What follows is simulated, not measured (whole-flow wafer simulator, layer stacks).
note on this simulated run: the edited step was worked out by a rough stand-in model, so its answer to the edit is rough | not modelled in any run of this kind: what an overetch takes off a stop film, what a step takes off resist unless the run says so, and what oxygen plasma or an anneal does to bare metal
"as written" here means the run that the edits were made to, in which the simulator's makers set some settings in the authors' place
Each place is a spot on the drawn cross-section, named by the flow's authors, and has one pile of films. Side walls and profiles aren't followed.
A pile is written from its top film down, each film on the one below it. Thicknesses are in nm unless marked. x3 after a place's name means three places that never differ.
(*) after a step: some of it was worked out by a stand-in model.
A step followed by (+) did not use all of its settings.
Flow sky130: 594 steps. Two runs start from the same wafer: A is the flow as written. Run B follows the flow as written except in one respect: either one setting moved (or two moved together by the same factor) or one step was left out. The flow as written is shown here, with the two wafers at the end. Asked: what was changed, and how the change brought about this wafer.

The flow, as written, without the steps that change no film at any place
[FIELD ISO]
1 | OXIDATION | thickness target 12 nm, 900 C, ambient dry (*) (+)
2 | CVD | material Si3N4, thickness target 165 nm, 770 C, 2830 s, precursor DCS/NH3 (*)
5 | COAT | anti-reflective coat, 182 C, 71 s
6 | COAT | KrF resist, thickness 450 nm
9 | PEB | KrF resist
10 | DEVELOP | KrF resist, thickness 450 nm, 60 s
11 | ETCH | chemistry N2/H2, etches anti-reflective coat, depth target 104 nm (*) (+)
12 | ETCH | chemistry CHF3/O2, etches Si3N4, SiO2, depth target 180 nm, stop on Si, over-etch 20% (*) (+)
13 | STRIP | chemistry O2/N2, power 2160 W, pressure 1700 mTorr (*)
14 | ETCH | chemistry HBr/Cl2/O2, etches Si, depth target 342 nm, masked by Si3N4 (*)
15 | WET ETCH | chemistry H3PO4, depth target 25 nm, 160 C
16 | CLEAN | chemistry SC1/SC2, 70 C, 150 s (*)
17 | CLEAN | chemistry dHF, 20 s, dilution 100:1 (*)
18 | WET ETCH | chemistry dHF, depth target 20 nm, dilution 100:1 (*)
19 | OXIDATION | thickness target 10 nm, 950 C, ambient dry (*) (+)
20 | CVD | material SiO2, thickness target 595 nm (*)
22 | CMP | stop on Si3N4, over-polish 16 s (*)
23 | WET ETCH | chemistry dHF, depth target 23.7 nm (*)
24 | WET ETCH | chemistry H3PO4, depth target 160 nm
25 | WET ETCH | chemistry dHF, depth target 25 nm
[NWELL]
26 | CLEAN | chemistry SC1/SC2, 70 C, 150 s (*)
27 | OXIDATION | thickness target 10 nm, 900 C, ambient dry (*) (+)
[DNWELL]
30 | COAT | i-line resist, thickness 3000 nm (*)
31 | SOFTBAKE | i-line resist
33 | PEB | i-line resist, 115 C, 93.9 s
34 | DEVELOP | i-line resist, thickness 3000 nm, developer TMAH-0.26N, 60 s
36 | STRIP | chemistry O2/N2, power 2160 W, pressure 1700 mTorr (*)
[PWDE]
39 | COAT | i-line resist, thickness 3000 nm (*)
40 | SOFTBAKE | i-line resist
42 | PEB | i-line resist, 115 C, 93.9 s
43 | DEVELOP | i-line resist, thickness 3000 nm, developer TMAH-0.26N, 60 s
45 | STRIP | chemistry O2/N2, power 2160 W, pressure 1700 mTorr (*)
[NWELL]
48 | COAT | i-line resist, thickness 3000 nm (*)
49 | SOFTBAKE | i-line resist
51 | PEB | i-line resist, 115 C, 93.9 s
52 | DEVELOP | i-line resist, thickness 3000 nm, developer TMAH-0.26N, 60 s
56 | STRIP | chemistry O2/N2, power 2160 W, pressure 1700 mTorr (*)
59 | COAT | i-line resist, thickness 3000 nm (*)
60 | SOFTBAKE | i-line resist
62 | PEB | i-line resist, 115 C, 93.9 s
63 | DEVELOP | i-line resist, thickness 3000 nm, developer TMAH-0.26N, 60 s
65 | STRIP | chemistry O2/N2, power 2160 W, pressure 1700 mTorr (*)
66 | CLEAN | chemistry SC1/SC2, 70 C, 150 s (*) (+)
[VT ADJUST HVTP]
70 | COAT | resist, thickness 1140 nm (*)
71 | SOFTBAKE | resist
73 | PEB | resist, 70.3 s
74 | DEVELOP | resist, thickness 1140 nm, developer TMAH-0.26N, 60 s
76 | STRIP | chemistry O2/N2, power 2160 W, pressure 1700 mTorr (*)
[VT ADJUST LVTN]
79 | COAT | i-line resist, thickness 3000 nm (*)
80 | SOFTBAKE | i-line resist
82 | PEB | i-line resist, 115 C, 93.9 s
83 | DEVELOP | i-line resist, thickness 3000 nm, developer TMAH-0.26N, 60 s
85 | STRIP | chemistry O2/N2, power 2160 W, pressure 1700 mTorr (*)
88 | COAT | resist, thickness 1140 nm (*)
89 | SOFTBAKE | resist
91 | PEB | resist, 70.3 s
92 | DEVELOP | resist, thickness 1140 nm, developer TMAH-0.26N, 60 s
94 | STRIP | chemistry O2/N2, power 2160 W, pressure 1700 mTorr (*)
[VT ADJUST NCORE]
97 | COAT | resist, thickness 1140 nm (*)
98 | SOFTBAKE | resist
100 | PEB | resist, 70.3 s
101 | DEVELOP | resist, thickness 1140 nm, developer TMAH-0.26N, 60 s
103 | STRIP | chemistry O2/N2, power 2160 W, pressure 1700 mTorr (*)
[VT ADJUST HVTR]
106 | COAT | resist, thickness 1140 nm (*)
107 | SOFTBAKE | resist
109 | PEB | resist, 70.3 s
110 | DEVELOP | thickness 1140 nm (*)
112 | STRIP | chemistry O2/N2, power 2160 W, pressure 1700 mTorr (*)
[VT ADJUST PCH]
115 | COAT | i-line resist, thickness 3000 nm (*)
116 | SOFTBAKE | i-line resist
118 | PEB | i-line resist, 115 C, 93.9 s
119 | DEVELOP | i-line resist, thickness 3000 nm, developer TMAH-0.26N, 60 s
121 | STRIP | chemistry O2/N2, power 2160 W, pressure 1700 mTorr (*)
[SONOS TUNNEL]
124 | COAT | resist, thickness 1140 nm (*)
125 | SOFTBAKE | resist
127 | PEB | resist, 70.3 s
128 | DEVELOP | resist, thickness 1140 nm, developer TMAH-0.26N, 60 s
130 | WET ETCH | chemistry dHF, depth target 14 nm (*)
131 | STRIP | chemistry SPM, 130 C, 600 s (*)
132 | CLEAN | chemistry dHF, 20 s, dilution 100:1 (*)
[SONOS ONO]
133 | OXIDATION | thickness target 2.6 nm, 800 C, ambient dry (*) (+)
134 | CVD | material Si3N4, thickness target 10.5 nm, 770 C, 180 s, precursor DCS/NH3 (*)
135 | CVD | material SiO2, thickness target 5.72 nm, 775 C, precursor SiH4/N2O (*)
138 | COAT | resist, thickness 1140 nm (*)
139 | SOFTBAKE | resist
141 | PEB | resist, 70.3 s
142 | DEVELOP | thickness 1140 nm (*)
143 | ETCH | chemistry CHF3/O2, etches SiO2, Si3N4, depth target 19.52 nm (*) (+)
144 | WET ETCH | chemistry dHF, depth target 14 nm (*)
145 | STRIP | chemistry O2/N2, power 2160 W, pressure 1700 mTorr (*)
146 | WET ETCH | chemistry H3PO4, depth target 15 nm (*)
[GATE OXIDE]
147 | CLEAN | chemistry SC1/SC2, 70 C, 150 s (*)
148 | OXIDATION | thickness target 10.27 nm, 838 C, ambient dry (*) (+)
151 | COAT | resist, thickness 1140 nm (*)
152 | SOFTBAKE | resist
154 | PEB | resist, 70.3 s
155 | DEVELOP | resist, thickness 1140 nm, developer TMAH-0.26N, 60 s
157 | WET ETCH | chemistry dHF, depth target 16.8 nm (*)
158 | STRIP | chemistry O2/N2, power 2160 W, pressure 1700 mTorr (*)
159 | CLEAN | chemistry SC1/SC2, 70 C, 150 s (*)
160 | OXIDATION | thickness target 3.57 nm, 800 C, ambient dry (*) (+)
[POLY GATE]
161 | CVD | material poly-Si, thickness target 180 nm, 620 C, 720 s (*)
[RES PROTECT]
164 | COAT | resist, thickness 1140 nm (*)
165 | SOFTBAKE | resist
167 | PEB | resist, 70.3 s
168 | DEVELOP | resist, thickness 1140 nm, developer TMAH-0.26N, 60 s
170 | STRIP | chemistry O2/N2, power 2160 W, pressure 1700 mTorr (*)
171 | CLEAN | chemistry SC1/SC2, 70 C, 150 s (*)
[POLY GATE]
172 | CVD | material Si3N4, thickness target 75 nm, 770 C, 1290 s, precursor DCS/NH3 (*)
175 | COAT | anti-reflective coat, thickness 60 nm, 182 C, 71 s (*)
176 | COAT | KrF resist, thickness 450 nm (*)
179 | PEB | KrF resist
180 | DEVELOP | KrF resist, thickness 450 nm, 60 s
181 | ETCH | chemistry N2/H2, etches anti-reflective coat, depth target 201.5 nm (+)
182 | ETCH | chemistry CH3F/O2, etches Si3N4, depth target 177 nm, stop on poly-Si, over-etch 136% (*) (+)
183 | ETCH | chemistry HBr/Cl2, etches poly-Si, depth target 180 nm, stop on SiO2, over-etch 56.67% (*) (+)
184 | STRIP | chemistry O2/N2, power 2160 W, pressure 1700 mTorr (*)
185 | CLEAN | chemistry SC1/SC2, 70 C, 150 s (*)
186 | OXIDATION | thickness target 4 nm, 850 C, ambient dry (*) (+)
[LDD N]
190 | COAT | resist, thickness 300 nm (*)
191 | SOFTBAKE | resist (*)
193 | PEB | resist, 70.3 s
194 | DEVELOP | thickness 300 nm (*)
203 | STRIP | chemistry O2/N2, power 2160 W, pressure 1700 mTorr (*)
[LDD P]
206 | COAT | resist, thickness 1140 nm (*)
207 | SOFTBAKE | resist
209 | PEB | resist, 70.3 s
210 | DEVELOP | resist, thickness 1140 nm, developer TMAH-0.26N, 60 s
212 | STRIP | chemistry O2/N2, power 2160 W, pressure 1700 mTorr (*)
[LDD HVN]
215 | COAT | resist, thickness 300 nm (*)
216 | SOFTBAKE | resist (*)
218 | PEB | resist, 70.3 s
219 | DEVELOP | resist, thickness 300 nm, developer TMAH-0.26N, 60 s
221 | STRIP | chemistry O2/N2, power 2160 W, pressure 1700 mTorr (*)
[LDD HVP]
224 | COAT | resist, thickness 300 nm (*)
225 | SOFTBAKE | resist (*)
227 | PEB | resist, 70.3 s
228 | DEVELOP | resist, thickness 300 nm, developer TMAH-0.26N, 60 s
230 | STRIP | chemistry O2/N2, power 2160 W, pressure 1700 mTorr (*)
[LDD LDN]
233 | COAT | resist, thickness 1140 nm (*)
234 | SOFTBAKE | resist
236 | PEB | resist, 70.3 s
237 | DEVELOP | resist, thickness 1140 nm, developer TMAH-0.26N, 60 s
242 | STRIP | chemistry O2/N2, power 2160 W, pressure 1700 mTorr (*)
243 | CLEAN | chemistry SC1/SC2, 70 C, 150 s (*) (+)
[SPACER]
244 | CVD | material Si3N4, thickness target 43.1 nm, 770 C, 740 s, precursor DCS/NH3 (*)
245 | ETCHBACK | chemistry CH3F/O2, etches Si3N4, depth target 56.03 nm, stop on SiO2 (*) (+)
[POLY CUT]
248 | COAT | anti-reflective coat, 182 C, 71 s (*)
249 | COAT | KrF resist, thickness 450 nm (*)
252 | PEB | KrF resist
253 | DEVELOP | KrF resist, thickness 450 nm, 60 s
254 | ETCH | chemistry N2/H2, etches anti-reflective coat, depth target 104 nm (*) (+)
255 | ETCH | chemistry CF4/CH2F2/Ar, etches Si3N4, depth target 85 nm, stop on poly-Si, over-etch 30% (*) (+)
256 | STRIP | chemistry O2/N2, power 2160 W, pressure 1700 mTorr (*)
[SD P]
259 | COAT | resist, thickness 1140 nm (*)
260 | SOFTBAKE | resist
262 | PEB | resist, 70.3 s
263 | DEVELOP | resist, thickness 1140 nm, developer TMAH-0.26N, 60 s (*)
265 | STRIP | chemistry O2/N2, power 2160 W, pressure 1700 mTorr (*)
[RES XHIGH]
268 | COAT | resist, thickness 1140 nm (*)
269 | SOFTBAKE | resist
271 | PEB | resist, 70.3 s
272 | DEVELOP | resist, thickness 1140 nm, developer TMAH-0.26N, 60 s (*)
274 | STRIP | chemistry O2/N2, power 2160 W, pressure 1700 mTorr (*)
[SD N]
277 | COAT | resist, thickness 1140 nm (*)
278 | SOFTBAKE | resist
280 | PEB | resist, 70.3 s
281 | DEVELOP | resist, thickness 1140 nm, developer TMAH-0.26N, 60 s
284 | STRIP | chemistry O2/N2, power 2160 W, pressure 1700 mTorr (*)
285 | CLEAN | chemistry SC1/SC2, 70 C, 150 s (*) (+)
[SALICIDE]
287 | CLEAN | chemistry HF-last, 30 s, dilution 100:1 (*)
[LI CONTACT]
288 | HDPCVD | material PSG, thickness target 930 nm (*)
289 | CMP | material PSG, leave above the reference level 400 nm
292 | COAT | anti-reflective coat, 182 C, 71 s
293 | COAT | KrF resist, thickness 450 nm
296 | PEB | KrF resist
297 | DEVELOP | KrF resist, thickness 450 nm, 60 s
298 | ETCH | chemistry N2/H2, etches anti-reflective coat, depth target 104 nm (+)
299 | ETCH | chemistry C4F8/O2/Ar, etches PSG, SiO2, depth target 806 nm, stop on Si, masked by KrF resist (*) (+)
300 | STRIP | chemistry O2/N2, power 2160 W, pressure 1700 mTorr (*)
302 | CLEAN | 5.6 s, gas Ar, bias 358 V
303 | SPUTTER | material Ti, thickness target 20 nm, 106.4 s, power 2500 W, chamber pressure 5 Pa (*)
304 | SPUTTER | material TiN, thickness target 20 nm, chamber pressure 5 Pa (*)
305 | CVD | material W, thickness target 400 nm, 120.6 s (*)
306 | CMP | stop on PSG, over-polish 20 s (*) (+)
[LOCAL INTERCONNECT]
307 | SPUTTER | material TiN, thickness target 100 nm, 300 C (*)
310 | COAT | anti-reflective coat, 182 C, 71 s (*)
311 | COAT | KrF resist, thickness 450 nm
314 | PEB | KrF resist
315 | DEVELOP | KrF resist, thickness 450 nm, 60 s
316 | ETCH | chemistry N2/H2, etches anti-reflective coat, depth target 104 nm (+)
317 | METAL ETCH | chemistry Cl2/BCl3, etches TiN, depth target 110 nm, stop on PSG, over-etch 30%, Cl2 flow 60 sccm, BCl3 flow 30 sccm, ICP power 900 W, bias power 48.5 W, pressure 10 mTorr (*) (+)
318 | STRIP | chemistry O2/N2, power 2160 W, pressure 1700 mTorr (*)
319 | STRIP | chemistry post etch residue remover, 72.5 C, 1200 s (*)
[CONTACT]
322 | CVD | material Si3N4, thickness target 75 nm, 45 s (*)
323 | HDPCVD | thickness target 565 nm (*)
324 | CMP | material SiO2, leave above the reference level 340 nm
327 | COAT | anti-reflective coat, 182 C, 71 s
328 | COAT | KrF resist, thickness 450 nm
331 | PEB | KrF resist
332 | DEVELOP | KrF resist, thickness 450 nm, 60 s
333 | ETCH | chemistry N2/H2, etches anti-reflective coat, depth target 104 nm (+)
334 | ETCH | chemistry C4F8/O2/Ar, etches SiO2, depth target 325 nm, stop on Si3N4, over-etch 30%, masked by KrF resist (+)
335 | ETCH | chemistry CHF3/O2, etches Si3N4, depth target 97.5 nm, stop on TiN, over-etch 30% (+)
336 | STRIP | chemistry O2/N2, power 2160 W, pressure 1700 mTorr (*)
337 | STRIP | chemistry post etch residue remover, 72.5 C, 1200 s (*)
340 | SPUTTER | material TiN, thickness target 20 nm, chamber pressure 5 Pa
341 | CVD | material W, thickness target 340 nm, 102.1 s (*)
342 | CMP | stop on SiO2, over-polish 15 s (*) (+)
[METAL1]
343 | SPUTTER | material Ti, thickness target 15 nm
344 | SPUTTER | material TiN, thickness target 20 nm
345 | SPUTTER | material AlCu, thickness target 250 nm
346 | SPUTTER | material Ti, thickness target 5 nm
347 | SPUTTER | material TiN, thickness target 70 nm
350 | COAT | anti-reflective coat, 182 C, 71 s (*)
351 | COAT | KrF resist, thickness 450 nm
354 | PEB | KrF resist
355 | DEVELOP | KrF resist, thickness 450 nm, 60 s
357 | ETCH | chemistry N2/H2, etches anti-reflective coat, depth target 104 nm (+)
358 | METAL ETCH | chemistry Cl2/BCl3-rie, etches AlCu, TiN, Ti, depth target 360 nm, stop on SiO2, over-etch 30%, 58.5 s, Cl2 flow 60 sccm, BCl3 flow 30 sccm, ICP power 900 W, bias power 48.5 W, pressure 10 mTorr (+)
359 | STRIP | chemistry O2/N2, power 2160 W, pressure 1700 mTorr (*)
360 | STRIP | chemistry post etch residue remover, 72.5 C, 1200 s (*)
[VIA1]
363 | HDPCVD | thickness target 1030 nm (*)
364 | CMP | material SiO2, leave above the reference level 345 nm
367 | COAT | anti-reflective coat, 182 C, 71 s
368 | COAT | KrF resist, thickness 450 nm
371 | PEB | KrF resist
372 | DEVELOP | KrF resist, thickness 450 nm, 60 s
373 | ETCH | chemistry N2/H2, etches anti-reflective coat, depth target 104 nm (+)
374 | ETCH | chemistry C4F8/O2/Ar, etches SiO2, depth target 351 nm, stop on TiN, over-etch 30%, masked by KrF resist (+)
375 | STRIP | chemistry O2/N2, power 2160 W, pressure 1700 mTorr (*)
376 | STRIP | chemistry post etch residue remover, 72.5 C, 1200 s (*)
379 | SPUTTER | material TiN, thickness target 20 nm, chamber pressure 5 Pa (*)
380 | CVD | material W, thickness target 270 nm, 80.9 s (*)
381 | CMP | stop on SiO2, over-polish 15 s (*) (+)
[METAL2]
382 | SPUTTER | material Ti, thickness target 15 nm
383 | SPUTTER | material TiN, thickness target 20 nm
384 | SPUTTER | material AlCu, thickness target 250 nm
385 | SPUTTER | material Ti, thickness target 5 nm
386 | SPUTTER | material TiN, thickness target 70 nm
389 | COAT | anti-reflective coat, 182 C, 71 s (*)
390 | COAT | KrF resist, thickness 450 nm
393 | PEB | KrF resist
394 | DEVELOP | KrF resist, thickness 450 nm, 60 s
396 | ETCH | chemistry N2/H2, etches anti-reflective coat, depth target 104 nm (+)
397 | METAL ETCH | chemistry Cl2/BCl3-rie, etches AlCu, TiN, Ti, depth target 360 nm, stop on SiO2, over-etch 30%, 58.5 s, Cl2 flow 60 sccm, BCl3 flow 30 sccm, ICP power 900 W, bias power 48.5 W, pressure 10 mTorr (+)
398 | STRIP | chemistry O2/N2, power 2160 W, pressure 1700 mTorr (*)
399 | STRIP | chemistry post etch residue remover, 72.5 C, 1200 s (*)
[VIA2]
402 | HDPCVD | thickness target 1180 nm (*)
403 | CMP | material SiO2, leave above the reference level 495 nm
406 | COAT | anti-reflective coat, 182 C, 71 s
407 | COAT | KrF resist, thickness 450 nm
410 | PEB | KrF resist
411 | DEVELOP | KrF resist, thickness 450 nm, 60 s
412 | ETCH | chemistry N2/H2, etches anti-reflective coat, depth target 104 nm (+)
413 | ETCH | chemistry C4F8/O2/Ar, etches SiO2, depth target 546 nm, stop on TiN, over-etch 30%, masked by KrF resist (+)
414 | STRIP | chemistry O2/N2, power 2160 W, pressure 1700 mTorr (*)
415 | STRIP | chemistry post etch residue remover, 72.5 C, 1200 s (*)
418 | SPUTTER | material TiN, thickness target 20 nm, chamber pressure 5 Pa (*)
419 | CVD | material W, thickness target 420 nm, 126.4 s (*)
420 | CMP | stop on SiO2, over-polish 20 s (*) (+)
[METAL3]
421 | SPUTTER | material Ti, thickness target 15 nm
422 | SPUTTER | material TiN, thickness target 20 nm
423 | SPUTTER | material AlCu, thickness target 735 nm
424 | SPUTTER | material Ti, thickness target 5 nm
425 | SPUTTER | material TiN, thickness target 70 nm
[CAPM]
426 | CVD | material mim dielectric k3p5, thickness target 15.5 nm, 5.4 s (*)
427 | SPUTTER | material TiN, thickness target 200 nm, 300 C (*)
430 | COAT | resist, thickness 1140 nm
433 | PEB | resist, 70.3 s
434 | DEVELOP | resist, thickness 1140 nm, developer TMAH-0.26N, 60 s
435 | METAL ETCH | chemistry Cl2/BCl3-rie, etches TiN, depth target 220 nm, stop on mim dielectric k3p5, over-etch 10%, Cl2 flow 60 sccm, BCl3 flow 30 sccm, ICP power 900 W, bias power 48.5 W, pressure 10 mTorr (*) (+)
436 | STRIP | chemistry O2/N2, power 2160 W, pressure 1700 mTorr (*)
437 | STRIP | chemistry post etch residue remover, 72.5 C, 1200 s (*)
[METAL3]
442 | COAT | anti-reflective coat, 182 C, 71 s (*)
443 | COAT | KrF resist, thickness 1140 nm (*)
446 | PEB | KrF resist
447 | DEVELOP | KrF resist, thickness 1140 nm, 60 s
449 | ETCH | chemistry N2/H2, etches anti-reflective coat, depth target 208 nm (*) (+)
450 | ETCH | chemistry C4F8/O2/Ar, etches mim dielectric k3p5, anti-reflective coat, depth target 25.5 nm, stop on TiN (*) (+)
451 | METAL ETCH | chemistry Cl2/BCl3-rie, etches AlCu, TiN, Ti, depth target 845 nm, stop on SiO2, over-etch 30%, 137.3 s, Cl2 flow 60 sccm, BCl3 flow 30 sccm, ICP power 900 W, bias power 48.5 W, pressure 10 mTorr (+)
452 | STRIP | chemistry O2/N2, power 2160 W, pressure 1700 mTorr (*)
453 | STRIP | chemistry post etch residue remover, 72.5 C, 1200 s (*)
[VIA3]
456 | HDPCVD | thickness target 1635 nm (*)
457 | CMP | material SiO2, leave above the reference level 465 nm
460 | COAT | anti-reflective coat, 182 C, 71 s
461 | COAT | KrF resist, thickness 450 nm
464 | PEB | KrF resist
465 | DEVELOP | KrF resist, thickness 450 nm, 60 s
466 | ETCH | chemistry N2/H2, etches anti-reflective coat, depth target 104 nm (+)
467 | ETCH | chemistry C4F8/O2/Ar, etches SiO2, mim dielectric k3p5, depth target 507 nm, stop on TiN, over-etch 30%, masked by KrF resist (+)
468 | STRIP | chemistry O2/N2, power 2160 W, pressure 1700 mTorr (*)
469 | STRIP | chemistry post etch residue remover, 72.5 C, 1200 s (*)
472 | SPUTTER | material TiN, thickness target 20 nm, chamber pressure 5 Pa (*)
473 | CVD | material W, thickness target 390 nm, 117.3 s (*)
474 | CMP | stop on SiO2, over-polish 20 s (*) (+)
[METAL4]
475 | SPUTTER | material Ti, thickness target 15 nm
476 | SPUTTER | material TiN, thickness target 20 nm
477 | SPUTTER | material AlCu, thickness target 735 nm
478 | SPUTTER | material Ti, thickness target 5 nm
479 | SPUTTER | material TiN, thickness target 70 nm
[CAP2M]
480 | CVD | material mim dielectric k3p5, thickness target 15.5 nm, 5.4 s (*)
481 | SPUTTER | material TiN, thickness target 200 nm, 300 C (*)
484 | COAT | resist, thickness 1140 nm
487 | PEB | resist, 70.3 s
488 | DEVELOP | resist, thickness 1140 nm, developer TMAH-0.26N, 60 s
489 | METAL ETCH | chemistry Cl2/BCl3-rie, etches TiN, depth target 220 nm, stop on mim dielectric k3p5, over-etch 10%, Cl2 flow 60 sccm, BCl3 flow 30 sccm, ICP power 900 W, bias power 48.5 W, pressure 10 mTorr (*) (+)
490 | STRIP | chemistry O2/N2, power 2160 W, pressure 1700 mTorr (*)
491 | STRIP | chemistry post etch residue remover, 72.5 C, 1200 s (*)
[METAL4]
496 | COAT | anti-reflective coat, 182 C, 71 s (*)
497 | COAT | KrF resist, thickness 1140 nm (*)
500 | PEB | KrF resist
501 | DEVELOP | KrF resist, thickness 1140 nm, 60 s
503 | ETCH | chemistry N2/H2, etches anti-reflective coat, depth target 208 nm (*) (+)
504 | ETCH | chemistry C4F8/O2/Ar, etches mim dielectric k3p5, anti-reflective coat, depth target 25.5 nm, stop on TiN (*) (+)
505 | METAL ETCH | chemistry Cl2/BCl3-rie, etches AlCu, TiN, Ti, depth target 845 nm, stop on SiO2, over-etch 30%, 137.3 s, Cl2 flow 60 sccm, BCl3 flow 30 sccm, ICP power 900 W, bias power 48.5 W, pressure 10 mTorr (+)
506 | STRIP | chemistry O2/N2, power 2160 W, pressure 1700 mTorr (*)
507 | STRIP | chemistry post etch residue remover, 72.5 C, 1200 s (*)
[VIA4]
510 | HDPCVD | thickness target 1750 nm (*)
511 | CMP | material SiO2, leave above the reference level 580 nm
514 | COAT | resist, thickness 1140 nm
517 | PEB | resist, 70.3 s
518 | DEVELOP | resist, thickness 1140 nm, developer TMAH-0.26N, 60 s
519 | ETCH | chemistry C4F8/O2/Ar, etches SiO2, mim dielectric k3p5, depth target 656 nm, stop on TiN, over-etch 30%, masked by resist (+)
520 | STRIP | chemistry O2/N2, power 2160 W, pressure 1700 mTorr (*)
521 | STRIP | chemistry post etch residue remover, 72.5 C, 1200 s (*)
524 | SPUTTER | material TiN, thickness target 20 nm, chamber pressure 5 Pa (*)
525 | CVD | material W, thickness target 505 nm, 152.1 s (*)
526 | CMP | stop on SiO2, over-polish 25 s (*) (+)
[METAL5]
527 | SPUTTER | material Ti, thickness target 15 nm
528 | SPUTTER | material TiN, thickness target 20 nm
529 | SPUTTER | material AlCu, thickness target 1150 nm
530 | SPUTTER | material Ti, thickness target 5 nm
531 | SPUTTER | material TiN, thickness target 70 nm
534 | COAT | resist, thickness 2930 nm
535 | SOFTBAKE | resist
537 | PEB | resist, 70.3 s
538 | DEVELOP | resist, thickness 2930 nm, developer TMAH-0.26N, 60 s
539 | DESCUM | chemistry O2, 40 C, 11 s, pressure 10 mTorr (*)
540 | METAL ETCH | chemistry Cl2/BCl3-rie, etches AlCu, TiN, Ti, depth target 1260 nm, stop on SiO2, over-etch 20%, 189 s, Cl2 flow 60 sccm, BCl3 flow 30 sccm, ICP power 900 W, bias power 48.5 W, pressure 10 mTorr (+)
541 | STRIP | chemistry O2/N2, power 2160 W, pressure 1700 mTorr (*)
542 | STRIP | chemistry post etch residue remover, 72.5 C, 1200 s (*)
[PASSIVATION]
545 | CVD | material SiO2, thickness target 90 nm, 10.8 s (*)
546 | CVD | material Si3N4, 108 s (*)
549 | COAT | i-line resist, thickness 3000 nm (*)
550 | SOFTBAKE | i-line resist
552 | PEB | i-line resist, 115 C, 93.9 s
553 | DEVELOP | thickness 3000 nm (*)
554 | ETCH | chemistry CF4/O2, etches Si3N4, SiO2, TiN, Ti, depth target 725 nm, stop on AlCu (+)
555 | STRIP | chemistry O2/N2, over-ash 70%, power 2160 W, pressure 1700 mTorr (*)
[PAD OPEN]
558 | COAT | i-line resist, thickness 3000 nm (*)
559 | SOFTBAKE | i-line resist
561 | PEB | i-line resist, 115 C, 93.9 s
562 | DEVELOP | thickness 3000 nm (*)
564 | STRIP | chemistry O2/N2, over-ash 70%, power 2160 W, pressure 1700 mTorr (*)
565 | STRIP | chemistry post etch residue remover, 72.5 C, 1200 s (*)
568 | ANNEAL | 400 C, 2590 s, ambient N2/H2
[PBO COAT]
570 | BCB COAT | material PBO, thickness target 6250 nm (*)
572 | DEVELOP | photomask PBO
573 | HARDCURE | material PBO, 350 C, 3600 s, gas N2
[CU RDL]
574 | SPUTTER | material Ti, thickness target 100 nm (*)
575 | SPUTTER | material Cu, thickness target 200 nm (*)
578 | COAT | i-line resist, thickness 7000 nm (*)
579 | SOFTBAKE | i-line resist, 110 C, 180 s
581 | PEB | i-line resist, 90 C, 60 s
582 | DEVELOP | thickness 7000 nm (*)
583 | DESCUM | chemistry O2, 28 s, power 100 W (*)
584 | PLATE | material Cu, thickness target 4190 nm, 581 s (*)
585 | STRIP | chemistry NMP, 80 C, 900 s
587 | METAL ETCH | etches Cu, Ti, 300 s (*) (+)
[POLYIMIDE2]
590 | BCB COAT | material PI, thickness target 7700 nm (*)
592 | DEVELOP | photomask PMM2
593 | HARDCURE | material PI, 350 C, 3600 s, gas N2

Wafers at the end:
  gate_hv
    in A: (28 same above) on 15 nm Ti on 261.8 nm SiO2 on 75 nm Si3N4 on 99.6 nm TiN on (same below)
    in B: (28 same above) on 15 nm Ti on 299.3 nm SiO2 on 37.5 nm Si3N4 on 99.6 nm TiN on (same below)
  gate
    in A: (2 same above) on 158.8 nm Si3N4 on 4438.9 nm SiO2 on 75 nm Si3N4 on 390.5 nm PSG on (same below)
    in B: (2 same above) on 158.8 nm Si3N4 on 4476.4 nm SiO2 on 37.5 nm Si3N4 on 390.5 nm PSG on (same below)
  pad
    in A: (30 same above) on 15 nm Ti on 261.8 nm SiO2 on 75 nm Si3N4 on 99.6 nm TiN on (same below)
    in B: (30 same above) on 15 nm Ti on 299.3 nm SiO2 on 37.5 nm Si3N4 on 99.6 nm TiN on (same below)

The reason: step 322, CVD: thickness target 37.5 nm was run, though the flow has thickness target 75 nm; step 322, CVD: 22.5 s was run, where the flow has 45 s.
The wafer itself shows it: gate_hv has Si3N4 37.5, and step 322 as written asks for 75 nm.

Step by step, how the change led to this:
  322 | CVD | material Si3N4, thickness target 75 nm, 45 s (*)
      field, active, n_well and 188 more: A +75 Si3N4 (new film) | B +37.5 Si3N4 (new film)
  324 | CMP | material SiO2, leave above the reference level 340 nm
      n_well, p_well, gate_hv and 93 more: A -300 SiO2 | B -262.5 SiO2
      field, active, gate and 88 more: A -200.4 SiO2 | B -162.9 SiO2
      (as well as at 4 more places)
  334 | ETCH | chemistry C4F8/O2/Ar, etches SiO2, depth target 325 nm, stop on Si3N4, over-etch 30%, masked by KrF resist (+)
      poly_licon, ndiff_licon, ndiff_licon_cpp, rpo_hd_licon: A -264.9 SiO2 (all of it) | B -302.4 SiO2 (all of it)
  335 | ETCH | chemistry CHF3/O2, etches Si3N4, depth target 97.5 nm, stop on TiN, over-etch 30% (+)
      field, active, n_well and 184 more: A -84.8 KrF resist | B -42.4 KrF resist
      poly_licon, ndiff_licon, ndiff_licon_cpp, rpo_hd_licon: A -75 Si3N4 (all of it) | B -37.5 Si3N4 (all of it)
  336 | STRIP | chemistry O2/N2, power 2160 W, pressure 1700 mTorr (*)
      field, active, n_well and 184 more: A -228 KrF resist (all of it), -80 anti-reflective coat (all of it) | B -270.4 KrF resist (all of it), -80 anti-reflective coat (all of it)
